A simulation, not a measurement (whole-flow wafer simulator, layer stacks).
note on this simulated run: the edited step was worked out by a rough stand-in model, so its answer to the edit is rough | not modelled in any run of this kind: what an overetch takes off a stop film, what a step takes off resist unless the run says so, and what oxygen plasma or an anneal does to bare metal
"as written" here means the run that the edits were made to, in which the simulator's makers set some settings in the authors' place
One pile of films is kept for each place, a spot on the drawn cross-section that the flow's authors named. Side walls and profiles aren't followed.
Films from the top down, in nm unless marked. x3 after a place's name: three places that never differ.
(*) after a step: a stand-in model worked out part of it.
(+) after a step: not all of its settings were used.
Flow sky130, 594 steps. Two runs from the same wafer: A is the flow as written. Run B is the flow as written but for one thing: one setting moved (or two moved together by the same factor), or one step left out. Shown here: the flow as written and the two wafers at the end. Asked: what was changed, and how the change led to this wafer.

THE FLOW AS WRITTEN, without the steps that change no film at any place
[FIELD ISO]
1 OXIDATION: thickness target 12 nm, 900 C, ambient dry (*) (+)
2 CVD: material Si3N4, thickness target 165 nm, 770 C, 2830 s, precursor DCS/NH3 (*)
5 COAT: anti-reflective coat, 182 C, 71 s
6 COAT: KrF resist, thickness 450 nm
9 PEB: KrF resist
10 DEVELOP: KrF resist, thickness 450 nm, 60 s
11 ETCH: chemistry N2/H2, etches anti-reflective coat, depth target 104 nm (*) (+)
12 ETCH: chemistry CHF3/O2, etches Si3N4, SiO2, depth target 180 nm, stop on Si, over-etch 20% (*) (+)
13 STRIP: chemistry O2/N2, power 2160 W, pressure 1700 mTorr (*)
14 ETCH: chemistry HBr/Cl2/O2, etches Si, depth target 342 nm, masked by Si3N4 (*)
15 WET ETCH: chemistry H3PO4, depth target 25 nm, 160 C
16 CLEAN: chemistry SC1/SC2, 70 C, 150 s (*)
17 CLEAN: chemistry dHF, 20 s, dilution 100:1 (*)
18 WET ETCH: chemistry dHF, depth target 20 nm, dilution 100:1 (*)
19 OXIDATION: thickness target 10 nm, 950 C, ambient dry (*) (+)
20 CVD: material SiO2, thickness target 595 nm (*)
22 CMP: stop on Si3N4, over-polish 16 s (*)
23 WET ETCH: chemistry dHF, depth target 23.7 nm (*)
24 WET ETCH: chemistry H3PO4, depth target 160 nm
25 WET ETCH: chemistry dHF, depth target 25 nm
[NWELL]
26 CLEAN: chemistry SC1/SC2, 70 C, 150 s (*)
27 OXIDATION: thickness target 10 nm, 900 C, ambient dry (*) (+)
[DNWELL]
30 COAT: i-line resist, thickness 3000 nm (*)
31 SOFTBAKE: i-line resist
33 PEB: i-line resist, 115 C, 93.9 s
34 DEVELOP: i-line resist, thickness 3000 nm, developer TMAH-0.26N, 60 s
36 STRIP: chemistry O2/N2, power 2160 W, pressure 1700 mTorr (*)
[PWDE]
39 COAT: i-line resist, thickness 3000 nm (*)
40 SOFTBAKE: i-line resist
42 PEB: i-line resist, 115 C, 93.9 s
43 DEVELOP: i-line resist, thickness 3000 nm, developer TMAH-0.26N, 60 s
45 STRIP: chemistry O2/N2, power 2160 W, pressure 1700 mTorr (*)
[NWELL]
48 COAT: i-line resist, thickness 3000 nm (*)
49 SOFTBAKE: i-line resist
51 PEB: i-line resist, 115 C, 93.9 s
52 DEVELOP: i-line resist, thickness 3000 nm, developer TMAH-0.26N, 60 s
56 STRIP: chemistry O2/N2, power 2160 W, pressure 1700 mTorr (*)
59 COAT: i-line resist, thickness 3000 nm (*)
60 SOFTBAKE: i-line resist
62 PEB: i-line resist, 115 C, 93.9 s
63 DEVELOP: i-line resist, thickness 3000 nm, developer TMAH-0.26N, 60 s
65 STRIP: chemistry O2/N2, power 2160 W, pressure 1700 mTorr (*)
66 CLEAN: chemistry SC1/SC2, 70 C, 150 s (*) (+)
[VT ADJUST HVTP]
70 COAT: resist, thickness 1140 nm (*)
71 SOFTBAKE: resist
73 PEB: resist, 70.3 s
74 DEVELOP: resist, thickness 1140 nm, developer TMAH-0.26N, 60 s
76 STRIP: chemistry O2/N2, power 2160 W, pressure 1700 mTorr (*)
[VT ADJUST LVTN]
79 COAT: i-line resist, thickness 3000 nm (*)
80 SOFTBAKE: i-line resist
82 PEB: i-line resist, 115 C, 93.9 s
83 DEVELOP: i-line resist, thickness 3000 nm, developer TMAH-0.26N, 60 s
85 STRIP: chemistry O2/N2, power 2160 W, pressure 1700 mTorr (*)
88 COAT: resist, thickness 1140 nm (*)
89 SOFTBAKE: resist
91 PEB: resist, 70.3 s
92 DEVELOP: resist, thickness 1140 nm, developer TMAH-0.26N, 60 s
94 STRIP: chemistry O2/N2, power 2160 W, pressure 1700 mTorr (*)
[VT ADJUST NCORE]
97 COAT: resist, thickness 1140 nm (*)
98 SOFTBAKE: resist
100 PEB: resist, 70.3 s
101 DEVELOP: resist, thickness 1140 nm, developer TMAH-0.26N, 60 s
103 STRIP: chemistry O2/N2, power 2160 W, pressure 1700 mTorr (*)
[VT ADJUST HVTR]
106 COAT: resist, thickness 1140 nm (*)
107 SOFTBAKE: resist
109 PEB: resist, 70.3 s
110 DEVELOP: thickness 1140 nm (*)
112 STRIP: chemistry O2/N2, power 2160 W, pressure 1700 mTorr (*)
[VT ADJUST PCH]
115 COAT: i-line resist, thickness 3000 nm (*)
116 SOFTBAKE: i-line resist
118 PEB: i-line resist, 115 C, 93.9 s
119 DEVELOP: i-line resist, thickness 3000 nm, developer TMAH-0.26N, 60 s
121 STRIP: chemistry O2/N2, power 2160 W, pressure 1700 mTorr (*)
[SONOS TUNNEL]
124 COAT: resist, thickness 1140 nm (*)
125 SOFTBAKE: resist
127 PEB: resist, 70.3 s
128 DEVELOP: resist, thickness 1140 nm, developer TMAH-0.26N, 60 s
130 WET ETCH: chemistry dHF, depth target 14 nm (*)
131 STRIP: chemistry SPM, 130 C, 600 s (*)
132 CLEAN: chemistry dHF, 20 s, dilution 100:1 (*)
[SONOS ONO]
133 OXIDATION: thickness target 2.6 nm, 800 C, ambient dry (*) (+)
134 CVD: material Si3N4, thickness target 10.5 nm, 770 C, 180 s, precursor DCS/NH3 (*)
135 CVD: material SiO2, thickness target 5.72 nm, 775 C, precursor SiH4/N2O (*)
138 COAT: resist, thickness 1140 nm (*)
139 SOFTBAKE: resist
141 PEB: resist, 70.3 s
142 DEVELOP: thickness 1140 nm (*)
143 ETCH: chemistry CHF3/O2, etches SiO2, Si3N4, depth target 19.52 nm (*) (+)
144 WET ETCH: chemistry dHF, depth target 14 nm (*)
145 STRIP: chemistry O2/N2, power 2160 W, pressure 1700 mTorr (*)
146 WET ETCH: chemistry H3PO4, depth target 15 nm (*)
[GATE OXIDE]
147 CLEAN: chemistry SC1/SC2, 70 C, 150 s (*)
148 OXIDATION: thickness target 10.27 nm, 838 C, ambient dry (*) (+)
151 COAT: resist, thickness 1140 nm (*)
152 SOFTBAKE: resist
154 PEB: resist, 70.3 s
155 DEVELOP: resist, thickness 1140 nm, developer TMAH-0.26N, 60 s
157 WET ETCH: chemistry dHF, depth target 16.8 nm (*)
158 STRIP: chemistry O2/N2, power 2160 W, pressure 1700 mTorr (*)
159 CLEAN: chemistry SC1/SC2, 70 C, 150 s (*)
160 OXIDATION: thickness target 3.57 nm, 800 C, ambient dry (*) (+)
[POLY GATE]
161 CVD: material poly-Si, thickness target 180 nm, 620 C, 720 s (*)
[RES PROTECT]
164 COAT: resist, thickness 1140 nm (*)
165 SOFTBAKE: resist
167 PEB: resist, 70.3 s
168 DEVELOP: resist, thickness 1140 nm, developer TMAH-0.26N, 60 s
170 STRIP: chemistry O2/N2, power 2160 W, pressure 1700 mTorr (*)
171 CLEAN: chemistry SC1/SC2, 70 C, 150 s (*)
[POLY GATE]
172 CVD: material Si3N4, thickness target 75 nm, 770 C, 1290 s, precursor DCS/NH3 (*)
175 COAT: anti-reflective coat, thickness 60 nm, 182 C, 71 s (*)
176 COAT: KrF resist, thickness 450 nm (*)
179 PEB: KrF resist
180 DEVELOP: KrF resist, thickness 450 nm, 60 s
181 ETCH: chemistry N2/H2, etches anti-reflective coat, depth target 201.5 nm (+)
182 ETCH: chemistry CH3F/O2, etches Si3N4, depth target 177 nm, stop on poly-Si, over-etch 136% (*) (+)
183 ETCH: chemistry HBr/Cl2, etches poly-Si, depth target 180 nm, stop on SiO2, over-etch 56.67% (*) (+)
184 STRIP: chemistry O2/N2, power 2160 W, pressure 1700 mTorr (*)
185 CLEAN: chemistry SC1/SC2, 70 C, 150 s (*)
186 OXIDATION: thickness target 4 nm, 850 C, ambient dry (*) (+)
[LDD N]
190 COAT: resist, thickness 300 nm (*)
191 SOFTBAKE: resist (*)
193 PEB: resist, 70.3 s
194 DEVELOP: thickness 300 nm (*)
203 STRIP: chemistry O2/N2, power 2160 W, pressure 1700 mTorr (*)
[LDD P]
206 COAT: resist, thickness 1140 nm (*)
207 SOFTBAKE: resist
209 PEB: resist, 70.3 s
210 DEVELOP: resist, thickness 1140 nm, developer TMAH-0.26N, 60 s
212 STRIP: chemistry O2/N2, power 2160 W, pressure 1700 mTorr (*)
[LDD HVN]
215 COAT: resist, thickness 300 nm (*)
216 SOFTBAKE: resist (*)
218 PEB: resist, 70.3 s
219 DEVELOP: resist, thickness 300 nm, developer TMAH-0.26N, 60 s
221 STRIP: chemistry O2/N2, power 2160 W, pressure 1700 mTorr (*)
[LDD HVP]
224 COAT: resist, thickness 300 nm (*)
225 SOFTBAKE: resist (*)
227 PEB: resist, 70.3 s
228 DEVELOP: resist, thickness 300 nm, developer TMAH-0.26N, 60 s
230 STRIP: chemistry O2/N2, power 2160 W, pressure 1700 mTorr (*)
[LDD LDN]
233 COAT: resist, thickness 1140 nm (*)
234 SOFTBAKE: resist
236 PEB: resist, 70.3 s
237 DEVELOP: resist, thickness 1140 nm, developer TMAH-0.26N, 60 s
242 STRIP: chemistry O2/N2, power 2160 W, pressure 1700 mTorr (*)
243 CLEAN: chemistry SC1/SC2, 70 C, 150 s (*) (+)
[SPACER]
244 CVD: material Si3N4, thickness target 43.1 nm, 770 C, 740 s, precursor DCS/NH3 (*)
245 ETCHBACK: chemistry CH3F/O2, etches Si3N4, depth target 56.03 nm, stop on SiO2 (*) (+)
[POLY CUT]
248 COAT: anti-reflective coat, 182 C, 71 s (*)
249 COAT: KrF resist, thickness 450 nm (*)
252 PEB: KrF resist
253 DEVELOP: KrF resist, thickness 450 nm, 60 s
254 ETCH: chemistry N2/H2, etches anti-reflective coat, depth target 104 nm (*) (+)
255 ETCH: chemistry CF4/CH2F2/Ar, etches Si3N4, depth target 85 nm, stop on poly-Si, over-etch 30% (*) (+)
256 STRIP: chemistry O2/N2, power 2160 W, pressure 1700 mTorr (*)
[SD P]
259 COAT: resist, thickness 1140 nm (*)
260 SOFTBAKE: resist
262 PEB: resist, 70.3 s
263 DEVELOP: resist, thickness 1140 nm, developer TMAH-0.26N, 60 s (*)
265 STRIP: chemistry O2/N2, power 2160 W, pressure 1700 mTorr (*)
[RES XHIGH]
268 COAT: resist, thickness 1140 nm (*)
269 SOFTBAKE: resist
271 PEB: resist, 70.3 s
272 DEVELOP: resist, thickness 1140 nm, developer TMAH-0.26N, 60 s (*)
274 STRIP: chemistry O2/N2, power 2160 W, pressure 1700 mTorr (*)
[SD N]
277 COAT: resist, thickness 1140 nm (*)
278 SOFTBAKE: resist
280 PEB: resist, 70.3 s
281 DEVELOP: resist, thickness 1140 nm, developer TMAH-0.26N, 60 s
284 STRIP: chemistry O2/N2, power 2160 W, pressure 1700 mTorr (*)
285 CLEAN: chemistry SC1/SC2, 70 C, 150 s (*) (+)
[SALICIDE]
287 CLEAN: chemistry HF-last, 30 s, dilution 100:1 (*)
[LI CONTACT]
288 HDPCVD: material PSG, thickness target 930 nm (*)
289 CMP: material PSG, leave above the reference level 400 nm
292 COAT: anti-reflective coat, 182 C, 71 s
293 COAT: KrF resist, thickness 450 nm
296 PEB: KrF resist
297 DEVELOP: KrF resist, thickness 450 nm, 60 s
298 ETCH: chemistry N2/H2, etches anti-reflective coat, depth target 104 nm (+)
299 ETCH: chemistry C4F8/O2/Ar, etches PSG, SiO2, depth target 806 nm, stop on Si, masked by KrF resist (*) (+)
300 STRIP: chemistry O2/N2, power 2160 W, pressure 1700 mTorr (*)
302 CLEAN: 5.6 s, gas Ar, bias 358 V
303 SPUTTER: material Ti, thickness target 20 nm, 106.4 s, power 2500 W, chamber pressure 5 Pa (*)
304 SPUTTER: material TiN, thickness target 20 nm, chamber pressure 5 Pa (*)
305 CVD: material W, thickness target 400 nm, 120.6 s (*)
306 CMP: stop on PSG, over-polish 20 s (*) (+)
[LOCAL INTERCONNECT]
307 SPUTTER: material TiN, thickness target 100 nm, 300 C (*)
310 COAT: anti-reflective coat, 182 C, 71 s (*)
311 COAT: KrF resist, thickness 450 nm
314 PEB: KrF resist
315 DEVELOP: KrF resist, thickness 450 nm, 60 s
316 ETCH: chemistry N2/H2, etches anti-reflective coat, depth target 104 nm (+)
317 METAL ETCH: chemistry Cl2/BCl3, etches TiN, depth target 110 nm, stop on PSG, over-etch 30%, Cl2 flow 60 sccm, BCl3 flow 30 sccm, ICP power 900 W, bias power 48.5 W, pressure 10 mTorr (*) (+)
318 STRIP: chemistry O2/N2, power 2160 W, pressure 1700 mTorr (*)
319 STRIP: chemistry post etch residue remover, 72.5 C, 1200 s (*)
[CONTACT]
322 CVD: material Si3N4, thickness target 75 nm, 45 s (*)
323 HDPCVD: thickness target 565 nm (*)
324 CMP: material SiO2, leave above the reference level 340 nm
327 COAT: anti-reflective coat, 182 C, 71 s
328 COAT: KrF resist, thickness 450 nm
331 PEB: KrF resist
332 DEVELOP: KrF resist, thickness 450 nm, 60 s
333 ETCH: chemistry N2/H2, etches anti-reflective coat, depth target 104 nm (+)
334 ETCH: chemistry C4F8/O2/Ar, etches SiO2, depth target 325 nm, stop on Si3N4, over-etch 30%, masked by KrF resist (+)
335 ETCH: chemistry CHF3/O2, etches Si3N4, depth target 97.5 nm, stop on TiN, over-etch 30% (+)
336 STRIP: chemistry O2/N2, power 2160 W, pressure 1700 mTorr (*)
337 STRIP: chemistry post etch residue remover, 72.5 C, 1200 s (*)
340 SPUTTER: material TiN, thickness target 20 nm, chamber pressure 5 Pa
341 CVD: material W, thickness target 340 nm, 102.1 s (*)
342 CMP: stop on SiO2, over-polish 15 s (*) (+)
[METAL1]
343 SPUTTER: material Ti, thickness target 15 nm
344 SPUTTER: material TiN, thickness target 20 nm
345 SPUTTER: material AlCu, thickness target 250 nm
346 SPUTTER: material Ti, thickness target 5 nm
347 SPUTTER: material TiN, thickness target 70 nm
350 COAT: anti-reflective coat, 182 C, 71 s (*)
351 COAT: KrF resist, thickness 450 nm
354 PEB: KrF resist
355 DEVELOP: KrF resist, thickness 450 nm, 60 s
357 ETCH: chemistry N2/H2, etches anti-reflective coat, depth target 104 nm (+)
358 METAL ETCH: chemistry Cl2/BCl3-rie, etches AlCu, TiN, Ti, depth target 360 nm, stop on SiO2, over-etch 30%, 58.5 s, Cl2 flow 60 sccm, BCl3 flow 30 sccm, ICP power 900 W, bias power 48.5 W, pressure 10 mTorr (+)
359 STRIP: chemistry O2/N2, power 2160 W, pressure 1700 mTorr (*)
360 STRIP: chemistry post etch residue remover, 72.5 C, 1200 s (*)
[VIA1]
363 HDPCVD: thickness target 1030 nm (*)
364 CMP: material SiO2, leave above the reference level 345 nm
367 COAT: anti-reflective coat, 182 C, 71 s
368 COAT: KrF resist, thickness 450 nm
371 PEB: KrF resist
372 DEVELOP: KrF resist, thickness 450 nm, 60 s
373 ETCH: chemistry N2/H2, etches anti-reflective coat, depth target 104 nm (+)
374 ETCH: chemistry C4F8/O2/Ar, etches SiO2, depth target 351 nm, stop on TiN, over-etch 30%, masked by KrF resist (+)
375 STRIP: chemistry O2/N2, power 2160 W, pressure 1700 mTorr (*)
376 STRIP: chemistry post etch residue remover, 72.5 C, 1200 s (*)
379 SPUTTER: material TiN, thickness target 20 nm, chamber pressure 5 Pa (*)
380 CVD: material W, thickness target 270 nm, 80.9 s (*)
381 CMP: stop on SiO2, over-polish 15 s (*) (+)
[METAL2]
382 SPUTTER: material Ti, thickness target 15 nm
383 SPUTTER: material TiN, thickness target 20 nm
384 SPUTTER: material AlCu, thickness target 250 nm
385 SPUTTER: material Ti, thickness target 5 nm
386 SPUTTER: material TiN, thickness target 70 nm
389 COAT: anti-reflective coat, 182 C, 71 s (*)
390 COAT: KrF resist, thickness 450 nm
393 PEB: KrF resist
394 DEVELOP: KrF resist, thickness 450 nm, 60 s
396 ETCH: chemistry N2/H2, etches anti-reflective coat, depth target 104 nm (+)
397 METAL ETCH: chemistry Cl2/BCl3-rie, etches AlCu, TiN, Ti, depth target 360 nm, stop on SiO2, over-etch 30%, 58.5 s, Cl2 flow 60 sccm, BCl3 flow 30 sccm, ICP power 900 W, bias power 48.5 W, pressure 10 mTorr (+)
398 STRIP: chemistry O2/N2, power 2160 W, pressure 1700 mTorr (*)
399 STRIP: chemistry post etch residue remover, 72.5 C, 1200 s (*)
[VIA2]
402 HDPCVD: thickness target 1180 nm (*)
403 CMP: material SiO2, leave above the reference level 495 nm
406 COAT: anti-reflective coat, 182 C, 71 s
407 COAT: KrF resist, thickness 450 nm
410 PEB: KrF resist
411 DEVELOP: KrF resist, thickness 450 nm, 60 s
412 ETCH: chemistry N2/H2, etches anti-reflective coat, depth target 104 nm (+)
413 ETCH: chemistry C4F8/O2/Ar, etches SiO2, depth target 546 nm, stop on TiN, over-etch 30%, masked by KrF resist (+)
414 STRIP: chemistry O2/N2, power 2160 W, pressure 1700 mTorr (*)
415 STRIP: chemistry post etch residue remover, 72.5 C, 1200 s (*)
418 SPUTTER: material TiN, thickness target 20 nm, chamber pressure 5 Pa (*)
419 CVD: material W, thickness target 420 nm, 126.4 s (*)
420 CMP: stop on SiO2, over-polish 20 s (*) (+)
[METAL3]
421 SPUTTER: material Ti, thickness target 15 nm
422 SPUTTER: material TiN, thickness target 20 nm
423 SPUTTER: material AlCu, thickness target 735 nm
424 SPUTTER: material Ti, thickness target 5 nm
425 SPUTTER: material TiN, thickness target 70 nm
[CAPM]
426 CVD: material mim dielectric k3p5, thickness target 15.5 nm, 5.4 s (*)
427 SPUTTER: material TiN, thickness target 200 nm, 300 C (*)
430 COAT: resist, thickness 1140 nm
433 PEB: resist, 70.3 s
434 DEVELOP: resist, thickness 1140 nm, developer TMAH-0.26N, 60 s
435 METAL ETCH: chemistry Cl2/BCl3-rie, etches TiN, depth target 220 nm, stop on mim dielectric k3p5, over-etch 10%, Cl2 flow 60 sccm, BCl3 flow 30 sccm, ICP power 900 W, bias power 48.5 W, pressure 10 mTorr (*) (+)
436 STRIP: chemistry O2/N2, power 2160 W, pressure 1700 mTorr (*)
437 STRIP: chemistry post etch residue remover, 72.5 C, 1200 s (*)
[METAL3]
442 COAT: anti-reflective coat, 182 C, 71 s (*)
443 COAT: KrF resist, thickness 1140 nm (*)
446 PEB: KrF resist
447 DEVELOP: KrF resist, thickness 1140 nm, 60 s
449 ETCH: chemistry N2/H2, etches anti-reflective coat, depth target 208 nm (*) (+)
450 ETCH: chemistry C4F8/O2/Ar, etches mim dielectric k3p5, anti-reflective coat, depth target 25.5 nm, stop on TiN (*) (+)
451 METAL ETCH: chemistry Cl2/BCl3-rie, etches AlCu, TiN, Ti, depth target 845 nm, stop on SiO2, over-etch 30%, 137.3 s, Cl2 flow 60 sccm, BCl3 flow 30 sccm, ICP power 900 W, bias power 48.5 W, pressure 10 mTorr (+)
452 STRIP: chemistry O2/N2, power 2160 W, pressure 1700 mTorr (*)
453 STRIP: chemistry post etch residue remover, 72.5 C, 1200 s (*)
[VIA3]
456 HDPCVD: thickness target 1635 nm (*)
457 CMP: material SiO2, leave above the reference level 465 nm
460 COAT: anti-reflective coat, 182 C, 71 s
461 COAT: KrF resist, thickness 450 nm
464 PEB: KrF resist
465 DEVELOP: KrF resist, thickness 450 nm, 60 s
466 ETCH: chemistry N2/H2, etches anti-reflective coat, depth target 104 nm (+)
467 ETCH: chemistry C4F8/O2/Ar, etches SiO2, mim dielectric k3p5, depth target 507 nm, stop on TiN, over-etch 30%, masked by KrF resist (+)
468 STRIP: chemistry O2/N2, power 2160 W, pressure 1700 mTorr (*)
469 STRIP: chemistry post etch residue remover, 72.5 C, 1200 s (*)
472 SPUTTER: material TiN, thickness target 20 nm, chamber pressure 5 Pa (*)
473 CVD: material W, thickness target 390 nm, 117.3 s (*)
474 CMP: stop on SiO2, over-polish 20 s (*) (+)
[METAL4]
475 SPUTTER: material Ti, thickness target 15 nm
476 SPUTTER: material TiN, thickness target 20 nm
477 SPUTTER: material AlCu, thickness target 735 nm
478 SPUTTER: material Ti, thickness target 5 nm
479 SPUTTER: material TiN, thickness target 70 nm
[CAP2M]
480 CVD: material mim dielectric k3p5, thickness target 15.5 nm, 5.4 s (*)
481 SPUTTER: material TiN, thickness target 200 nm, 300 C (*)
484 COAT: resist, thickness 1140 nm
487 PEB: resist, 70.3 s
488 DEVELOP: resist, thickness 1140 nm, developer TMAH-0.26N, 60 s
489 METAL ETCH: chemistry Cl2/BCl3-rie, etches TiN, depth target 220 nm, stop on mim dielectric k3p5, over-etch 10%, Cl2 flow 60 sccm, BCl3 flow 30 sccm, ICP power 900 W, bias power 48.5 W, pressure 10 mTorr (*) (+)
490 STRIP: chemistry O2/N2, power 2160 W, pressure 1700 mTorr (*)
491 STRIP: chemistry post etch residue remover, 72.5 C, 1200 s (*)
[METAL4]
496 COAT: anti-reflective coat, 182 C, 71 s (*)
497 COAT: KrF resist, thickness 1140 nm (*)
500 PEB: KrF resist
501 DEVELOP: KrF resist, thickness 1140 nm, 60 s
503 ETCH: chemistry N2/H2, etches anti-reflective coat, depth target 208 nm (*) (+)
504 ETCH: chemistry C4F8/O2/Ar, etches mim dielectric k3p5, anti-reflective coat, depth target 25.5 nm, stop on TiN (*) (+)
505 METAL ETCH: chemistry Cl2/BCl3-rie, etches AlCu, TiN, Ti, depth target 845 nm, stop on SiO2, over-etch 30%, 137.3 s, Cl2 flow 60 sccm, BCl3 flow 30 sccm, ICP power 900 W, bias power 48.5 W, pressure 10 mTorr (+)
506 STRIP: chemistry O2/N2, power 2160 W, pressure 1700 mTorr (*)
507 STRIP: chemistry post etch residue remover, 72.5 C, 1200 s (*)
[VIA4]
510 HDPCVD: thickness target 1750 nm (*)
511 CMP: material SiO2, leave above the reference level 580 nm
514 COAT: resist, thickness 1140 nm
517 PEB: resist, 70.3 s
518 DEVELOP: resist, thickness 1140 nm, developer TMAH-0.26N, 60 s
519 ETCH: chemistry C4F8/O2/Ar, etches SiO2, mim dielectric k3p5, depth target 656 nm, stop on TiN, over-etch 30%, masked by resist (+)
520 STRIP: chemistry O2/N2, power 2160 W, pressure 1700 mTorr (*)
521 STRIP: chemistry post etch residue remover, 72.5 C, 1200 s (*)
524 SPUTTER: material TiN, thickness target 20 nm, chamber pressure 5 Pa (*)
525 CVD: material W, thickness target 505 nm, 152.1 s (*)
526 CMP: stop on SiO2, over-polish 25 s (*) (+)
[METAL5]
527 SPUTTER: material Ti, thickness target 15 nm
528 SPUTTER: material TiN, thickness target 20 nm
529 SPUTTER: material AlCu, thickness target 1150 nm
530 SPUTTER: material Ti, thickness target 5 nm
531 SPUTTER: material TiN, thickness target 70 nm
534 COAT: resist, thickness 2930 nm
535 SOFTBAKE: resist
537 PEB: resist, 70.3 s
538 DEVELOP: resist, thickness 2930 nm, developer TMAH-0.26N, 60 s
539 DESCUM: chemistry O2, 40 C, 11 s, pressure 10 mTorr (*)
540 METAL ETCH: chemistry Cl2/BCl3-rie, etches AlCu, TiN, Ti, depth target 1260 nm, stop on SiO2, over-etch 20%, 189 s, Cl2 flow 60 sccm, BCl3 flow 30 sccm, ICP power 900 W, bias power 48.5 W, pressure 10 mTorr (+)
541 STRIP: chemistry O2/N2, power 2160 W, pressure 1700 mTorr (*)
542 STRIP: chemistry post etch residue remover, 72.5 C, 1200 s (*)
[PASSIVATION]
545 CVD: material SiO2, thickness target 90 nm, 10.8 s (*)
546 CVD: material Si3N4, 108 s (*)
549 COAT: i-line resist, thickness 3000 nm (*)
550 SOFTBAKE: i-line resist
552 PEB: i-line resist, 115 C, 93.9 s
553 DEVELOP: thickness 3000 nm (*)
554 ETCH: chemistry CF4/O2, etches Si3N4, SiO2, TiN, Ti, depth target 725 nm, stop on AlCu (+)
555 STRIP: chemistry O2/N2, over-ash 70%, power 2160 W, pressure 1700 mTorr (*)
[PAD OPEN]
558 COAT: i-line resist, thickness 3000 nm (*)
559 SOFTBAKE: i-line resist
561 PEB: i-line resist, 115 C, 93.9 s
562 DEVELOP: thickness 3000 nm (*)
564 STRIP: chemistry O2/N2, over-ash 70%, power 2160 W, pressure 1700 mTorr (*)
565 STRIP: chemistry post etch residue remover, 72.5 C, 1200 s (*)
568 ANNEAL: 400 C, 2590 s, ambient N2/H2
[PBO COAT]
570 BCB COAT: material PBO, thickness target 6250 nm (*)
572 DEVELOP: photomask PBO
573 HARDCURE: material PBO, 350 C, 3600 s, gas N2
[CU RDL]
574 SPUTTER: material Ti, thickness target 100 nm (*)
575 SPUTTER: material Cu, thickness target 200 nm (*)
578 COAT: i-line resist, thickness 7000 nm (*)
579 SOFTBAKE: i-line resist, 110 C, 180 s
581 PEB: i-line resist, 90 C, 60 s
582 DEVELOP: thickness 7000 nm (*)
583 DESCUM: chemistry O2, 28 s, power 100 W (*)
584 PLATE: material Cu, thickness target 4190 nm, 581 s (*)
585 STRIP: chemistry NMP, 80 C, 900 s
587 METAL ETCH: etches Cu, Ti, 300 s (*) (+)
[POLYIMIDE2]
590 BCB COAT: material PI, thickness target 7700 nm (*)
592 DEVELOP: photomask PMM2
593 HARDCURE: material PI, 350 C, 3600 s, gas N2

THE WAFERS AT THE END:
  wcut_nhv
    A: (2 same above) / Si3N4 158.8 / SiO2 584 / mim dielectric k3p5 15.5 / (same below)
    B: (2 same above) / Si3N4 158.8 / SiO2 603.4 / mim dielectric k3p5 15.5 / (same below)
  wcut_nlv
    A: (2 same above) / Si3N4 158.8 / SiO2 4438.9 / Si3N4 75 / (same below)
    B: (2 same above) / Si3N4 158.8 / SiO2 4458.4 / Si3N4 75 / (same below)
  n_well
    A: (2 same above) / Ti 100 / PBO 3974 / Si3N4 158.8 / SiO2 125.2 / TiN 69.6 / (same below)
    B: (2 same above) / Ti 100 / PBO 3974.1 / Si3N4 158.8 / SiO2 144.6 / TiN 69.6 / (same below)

The cause: step 545, CVD: thickness target 104 nm was run, where the flow has thickness target 90 nm; step 545, CVD: 12.5 s was run, where the flow has 10.8 s.

How the change led to this, step by step:
  545 CVD: material SiO2, thickness target 90 nm, 10.8 s (*)
      field, active, gate and 175 more: A SiO2 +125.2 | B SiO2 +144.6
      n_well, p_well, sd_n and 12 more: A SiO2 +125.2 (new film) | B SiO2 +144.6 (new film)
  550 SOFTBAKE: i-line resist
      spacer: A i-line resist -97.5 | B i-line resist -100
      pplus_nw: A i-line resist -55.7 | B i-line resist -56.9
      (and at 17 more places)
  554 ETCH: chemistry CF4/O2, etches Si3N4, SiO2, TiN, Ti, depth target 725 nm, stop on AlCu (+)
      field, active, n_well and 189 more: A i-line resist -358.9 | B i-line resist -378.3
      pad: A Si3N4 -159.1 (all of it), SiO2 -125.2 (all of it), TiN -69.6 (all of it), Ti -5 (all of it) | B Si3N4 -159.1 (all of it), SiO2 -144.6 (all of it), TiN -69.6 (all of it), Ti -5 (all of it)
  559 SOFTBAKE: i-line resist
      pplus_nw: A i-line resist -55.7 | B i-line resist -56.9
      pwell_dnw: A i-line resist -28.2 | B i-line resist -29
      (and at 18 more places)
  578 COAT: i-line resist, thickness 7000 nm (*)
      pad: A i-line resist +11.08 um (new film) | B i-line resist +11.1 um (new film)
  582 DEVELOP: thickness 7000 nm (*)
      pad: A i-line resist -11.08 um (all of it) | B i-line resist -11.1 um (all of it)
